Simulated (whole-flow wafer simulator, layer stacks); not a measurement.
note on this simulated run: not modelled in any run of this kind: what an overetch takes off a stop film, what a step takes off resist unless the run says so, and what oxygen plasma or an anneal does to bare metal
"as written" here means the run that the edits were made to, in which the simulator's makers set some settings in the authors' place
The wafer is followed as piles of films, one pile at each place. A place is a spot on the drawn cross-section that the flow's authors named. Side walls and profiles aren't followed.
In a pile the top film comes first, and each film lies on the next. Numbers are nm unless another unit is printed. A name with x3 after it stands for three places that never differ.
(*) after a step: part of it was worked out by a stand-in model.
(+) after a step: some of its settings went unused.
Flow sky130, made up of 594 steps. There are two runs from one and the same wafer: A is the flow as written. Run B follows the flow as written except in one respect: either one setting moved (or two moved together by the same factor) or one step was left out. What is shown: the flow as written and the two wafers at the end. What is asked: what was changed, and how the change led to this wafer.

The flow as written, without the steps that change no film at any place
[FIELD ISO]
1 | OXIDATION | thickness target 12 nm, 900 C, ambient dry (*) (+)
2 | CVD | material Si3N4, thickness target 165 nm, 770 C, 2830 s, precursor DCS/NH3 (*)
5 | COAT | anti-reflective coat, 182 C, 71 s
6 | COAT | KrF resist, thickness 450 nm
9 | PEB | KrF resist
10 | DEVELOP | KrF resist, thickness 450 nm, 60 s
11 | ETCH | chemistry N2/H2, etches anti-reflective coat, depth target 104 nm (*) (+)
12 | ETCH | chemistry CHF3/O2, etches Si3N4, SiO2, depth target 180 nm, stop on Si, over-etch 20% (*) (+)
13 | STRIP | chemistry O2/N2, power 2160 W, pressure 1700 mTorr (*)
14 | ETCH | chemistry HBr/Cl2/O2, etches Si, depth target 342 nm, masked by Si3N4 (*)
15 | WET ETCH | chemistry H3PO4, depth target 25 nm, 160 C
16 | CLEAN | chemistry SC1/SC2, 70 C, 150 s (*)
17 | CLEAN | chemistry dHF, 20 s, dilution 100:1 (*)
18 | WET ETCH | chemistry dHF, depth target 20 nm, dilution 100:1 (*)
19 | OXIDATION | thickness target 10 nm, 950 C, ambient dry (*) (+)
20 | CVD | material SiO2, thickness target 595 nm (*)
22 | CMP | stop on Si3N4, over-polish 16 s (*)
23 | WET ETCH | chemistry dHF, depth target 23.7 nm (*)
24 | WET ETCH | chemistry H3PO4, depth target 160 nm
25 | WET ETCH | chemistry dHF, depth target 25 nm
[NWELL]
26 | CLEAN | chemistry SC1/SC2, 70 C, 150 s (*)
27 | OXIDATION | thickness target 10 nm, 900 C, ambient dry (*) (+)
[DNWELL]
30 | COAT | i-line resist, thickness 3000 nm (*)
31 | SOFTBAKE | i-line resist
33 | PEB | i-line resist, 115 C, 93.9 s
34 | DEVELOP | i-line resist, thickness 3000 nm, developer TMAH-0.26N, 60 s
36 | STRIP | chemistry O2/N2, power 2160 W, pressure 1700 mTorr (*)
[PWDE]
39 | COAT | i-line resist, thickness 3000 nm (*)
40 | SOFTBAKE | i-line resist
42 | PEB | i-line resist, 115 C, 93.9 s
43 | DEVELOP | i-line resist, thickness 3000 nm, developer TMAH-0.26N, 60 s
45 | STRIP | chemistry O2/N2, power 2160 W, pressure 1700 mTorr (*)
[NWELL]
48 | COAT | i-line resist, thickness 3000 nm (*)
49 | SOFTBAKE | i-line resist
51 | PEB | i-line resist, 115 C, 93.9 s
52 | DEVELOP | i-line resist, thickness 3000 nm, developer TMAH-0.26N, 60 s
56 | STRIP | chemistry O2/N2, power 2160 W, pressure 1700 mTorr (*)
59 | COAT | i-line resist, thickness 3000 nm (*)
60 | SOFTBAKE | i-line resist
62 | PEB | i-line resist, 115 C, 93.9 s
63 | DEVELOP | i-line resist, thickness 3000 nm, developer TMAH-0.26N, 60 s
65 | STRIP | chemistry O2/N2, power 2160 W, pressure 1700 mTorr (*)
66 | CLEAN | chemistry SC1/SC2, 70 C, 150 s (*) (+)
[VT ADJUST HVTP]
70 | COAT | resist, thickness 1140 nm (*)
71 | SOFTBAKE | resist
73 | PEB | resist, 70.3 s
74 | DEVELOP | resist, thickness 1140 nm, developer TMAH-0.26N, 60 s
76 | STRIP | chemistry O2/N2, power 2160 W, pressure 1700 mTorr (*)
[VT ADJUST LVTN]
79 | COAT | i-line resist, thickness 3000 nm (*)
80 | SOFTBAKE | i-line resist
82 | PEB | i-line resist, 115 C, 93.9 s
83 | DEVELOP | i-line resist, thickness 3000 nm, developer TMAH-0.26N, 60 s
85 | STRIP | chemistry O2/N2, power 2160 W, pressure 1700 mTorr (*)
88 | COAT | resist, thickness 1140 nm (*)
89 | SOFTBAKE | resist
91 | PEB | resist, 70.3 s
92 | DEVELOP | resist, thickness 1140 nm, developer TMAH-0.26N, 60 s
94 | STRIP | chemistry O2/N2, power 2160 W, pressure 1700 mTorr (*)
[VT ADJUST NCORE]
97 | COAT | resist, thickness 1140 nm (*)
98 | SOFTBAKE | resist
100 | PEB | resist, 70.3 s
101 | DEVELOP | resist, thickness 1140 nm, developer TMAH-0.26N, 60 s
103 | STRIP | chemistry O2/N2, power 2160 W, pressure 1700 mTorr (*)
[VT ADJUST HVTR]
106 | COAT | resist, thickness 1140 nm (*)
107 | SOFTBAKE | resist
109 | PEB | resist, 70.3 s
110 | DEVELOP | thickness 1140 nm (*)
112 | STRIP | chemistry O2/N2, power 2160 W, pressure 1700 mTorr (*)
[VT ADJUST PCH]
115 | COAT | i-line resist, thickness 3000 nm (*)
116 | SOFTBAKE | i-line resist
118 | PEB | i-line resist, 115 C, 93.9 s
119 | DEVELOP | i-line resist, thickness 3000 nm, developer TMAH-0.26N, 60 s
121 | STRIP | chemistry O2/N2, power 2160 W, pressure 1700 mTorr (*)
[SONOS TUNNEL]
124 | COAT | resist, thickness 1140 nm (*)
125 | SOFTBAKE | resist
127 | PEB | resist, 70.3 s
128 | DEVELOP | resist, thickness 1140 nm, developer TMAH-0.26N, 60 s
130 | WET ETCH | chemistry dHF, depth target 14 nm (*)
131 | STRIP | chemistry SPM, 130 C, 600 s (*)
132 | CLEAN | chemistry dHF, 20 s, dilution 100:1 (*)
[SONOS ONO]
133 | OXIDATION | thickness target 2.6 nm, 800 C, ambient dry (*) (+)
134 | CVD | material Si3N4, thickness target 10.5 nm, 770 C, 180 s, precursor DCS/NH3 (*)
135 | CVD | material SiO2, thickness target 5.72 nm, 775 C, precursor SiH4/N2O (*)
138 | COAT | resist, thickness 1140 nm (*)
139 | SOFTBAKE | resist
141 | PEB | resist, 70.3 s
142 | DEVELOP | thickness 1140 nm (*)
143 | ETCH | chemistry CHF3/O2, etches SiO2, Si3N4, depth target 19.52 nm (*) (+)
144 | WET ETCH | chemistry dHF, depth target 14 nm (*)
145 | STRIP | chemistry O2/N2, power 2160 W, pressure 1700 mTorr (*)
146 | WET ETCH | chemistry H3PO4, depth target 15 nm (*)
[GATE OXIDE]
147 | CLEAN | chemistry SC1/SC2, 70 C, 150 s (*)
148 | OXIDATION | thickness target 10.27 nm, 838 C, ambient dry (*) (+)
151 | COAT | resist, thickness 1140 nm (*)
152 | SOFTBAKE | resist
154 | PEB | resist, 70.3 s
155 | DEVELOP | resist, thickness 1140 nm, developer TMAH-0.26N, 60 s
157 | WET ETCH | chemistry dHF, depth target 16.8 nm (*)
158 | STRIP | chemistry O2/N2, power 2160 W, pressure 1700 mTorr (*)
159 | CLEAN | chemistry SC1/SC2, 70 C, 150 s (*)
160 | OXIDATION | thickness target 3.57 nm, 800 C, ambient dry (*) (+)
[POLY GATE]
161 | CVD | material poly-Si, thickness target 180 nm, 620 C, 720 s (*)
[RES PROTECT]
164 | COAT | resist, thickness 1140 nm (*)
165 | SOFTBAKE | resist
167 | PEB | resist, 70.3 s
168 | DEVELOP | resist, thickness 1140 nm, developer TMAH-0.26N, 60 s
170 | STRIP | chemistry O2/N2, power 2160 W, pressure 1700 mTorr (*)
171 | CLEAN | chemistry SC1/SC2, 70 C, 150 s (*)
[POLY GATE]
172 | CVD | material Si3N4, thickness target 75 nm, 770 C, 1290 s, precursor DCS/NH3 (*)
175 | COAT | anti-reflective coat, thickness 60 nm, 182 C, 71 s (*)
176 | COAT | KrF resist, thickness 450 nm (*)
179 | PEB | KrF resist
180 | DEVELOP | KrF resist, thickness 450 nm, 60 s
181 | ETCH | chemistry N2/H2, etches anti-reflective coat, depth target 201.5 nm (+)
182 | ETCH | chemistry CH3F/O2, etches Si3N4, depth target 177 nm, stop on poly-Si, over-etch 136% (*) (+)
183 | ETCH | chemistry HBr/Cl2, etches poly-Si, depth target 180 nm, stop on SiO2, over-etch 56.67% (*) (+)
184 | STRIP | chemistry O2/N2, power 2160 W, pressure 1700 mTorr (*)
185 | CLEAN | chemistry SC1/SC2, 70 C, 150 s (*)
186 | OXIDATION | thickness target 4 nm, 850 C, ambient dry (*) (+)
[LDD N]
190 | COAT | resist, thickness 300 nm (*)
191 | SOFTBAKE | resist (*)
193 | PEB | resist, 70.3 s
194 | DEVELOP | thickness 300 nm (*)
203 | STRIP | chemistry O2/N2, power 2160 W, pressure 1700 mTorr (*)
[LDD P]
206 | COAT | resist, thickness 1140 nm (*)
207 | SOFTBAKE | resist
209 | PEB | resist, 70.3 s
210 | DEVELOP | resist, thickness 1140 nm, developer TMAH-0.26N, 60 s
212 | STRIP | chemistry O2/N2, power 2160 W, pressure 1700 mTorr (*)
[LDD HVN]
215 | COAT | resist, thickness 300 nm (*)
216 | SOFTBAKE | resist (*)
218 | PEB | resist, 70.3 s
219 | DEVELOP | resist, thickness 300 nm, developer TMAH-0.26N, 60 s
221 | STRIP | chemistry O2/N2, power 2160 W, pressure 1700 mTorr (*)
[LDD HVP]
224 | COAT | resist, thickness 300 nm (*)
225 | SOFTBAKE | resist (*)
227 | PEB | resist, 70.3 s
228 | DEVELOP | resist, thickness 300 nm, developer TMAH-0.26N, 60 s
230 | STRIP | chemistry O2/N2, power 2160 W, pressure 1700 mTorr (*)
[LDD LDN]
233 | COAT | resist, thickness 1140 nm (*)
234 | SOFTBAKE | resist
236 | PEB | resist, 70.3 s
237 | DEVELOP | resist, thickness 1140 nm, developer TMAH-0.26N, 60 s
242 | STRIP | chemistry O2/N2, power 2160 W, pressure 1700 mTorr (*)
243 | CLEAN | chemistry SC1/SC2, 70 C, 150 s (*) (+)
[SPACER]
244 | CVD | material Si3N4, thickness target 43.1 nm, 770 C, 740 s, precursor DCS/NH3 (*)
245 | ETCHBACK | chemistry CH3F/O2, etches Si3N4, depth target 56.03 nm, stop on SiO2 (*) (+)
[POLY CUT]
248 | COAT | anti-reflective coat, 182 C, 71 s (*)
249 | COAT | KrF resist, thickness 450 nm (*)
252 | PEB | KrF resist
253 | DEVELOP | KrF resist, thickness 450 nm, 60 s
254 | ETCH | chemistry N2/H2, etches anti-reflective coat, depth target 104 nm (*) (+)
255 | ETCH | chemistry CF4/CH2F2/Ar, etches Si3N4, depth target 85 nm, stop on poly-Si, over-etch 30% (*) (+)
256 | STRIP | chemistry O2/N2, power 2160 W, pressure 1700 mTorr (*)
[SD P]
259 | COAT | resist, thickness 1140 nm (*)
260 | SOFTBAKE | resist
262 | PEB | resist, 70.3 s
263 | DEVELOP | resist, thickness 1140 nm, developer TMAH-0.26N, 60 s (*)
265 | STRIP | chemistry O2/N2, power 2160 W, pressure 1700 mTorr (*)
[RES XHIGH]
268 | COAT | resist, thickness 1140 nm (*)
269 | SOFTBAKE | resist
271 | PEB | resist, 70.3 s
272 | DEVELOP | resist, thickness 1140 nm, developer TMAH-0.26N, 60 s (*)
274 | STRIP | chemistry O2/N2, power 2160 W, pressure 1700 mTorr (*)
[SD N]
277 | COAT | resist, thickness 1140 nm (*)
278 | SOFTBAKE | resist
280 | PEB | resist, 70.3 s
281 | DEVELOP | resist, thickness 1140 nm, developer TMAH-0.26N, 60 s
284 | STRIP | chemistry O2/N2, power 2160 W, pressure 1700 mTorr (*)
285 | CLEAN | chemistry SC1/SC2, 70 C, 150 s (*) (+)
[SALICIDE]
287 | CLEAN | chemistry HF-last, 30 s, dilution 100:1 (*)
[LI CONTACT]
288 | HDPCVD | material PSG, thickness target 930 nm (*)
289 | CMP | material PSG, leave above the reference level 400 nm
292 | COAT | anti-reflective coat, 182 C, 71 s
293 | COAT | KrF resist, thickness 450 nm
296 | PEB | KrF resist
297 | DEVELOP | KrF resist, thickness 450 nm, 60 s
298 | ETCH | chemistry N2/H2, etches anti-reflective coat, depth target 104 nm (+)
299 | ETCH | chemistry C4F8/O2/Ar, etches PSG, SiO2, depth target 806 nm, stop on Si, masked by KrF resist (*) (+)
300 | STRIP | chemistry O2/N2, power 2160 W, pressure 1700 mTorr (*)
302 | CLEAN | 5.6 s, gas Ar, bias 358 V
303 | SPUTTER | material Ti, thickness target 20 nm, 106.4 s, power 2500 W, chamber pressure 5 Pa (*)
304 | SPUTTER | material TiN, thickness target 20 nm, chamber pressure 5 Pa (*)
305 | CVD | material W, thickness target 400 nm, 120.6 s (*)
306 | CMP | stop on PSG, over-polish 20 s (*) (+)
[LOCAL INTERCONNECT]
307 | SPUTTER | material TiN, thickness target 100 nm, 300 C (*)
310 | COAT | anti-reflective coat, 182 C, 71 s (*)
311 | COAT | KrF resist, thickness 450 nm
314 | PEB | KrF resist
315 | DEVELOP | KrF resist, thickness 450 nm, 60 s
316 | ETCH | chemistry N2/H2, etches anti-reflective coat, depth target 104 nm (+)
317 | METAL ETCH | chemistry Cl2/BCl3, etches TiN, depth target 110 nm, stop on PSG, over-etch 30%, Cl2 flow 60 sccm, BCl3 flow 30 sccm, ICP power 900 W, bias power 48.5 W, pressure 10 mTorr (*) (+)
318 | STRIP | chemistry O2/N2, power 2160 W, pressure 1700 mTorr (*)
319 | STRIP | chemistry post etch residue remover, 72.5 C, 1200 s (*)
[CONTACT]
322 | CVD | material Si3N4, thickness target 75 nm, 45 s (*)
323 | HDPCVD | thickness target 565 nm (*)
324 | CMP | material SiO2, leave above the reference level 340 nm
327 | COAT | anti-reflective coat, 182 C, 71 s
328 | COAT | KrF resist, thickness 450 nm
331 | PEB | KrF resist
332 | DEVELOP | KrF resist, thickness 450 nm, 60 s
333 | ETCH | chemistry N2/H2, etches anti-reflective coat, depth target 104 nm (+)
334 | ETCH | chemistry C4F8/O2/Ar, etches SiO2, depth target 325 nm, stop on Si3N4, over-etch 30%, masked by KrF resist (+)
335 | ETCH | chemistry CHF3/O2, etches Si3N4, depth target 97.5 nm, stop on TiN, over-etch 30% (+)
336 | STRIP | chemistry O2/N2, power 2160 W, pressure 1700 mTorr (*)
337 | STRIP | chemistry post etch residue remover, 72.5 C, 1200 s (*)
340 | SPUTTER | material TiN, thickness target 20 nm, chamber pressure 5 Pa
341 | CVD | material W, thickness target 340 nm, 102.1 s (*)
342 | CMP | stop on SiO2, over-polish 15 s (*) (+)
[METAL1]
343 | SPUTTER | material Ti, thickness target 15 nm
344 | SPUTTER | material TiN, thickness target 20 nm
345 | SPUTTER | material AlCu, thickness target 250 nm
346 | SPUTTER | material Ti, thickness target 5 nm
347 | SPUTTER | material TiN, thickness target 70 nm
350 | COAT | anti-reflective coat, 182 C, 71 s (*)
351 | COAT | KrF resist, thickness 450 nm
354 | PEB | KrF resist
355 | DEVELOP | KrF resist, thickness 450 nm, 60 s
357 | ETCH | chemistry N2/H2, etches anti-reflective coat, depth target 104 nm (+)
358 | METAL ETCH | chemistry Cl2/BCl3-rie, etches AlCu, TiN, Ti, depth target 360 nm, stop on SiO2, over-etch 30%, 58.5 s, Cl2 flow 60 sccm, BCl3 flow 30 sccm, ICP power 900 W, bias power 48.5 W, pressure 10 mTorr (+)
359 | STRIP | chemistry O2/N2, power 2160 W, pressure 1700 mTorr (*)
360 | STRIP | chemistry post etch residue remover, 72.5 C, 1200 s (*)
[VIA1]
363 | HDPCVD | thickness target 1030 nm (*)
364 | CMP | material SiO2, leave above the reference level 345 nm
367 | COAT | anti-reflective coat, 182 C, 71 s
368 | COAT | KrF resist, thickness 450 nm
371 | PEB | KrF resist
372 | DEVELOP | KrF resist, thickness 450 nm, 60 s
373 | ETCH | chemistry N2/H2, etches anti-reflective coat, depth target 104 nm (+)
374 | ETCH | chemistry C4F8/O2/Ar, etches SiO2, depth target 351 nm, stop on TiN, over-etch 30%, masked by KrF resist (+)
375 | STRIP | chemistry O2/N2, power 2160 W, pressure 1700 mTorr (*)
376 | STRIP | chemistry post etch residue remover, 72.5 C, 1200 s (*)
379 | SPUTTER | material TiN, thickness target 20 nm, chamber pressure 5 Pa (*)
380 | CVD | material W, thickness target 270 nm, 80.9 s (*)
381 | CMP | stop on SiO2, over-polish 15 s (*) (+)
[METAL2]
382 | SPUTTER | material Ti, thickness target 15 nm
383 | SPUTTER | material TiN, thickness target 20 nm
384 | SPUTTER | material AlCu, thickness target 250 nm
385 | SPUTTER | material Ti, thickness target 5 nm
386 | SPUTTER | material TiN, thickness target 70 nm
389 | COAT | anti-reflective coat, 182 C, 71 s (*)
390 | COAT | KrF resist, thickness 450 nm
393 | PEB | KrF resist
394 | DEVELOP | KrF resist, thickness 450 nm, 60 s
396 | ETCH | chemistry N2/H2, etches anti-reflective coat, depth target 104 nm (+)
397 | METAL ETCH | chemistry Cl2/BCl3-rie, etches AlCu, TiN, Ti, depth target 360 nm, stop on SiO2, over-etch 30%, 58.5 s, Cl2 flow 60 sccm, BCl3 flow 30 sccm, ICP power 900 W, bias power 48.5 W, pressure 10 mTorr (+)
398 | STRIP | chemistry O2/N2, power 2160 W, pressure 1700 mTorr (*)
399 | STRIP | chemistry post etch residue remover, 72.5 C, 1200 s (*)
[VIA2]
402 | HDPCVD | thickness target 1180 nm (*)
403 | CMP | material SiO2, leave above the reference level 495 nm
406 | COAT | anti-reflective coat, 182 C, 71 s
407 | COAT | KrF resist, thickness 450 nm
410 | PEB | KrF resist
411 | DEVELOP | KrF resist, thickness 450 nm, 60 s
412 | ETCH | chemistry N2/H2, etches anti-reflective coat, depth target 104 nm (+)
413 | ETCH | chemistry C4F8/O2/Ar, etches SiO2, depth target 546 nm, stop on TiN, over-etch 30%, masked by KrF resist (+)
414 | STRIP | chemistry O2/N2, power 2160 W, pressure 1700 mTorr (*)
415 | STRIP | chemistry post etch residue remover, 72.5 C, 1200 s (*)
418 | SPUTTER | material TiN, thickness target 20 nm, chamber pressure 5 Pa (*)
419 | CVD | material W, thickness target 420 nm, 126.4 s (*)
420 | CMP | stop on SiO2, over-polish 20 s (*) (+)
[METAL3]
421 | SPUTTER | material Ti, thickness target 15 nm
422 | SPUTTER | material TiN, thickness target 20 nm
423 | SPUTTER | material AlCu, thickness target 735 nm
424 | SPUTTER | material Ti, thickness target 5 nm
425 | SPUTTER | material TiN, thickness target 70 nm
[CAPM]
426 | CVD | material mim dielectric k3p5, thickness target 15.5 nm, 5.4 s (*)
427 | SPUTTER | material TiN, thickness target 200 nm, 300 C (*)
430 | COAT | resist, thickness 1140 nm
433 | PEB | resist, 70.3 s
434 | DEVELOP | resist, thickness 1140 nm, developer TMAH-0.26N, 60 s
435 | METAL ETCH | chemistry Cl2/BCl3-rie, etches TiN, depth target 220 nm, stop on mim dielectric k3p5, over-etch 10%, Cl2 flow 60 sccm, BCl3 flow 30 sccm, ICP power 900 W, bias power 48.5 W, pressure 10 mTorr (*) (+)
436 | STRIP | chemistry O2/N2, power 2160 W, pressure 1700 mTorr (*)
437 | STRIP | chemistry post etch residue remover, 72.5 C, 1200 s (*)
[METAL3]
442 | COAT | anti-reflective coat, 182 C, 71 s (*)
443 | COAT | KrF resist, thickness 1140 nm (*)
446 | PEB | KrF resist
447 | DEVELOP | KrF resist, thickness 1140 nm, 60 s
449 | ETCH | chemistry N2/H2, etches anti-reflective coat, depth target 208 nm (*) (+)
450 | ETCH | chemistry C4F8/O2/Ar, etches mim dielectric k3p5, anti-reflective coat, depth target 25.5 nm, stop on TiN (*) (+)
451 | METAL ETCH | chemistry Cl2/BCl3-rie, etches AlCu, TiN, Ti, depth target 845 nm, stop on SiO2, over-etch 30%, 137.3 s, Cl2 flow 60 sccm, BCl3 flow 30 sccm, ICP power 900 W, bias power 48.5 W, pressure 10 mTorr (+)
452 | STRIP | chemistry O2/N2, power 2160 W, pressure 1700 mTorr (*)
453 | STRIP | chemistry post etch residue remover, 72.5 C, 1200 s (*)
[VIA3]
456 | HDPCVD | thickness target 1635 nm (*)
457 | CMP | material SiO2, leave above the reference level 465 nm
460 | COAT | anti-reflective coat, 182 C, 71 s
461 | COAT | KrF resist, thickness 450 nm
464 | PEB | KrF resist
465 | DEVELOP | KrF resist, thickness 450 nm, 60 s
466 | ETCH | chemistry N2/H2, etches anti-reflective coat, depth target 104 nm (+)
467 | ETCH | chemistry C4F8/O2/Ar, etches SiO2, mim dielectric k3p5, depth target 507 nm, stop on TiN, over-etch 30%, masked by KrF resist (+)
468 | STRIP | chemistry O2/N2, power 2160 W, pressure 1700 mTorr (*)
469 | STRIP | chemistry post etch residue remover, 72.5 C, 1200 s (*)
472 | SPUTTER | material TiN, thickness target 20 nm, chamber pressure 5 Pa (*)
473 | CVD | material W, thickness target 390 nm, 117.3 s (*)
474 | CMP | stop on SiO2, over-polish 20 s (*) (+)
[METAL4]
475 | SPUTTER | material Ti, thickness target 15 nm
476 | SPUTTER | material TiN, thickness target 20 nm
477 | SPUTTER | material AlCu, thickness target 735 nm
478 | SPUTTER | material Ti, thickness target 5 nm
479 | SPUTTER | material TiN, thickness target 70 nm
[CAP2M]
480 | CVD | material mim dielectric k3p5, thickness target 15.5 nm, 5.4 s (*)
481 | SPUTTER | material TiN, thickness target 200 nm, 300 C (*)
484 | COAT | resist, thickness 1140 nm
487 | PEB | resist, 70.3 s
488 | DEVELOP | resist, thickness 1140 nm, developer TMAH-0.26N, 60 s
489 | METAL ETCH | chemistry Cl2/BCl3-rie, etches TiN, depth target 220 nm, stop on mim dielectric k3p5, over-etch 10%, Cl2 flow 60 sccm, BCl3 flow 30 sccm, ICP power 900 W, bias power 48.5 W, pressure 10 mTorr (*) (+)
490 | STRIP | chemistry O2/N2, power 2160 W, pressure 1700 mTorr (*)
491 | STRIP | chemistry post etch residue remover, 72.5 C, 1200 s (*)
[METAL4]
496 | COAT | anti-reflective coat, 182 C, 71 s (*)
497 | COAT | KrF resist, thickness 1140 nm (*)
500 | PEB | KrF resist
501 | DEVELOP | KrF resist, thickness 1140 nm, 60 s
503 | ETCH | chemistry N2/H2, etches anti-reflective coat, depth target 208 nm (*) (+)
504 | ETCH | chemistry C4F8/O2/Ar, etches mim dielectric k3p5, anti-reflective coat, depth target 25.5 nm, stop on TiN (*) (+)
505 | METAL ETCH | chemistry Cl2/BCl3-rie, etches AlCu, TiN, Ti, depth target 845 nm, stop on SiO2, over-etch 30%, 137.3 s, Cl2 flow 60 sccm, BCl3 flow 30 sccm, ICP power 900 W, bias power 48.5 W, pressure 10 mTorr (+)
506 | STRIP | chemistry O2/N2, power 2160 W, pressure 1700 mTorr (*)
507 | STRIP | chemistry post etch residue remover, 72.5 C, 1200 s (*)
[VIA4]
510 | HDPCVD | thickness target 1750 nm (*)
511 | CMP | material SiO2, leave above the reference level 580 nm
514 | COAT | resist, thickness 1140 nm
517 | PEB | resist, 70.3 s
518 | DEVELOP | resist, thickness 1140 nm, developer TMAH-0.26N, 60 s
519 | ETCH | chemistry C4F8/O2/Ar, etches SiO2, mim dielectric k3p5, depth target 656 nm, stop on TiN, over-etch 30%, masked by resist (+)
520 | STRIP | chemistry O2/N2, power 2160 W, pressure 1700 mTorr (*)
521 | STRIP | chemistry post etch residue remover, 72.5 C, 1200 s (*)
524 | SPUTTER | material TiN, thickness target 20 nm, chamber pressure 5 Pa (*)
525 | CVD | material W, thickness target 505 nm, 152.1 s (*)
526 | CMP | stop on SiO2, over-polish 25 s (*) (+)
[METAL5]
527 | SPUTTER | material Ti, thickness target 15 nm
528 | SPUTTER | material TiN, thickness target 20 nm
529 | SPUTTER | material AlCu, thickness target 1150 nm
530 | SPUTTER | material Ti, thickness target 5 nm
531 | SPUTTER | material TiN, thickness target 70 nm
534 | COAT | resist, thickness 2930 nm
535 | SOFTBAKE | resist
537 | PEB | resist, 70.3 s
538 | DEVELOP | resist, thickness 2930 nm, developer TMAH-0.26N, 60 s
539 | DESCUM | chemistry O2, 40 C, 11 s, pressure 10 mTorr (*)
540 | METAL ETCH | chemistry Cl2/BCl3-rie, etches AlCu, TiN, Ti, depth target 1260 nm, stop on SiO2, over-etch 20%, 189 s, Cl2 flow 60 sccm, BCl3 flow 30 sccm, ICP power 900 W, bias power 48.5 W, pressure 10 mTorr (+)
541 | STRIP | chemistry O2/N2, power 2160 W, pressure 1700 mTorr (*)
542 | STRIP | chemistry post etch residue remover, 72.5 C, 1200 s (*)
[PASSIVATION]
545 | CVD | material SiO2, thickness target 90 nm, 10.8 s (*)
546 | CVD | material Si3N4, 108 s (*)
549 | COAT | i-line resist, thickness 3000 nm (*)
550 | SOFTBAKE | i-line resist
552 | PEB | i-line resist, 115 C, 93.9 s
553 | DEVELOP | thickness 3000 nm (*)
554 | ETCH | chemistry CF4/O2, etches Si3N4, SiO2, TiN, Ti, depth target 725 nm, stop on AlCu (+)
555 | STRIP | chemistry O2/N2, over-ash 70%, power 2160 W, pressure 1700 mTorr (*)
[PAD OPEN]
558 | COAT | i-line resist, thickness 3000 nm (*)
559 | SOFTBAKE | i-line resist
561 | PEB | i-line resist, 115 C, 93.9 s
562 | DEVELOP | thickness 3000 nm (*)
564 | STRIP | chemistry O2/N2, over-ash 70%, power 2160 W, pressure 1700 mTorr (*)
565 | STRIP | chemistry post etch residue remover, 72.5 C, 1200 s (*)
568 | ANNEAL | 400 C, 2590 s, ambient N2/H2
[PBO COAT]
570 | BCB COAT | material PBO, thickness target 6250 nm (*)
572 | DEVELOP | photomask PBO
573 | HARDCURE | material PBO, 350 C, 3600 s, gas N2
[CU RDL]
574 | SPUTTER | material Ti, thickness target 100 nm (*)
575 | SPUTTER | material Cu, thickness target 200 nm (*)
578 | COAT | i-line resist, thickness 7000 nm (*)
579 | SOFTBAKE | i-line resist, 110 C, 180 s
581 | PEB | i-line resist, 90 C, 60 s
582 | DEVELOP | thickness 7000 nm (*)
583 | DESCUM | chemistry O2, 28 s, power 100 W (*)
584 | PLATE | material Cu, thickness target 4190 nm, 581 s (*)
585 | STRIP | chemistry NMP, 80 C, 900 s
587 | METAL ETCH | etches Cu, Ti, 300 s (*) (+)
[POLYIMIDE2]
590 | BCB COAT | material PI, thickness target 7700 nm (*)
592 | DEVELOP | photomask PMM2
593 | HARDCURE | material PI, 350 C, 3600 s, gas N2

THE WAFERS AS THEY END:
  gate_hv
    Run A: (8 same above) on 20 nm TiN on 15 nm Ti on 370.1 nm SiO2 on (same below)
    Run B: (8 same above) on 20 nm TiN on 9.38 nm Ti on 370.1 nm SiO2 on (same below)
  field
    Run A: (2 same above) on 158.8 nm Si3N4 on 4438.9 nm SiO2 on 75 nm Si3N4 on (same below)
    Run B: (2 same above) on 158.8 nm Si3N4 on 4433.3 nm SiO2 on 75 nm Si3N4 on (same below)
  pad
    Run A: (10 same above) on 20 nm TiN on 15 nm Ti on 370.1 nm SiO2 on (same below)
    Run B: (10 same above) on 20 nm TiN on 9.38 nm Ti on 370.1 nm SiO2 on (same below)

Cause: step 475, SPUTTER: thickness target 9.38 nm was run, though the flow has thickness target 15 nm.
The wafer itself shows it: gate_hv has Ti 9.38, and step 475 as written asks for 15 nm.

The path from the change to this, step by step:
  475 | SPUTTER | material Ti, thickness target 15 nm
      field, active, n_well and 189 more: A Ti gains 15 (new film) | B Ti gains 9.38 (new film)
  505 | METAL ETCH | chemistry Cl2/BCl3-rie, etches AlCu, TiN, Ti, depth target 845 nm, stop on SiO2, over-etch 30%, 137.3 s, Cl2 flow 60 sccm, BCl3 flow 30 sccm, ICP power 900 W, bias power 48.5 W, pressure 10 mTorr (+)
      field, gate, spacer and 68 more: A TiN loses 70 (all of it), Ti loses 5 (all of it), AlCu loses 735 (all of it), TiN loses 20 (all of it), Ti loses 15 (all of it), SiO2 loses 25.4 | B TiN loses 70 (all of it), Ti loses 5 (all of it), AlCu loses 735 (all of it), TiN loses 20 (all of it), Ti loses 9.38 (all of it), SiO2 loses 25.9
      active, vpp_iso1, mim_edge_plate and 14 more: A TiN loses 70 (all of it), Ti loses 5 (all of it), AlCu loses 735 (all of it), TiN loses 20 (all of it), Ti loses 15 (all of it), SiO2 loses 25.3 | B TiN loses 70 (all of it), Ti loses 5 (all of it), AlCu loses 735 (all of it), TiN loses 20 (all of it), Ti loses 9.38 (all of it), SiO2 loses 25.9
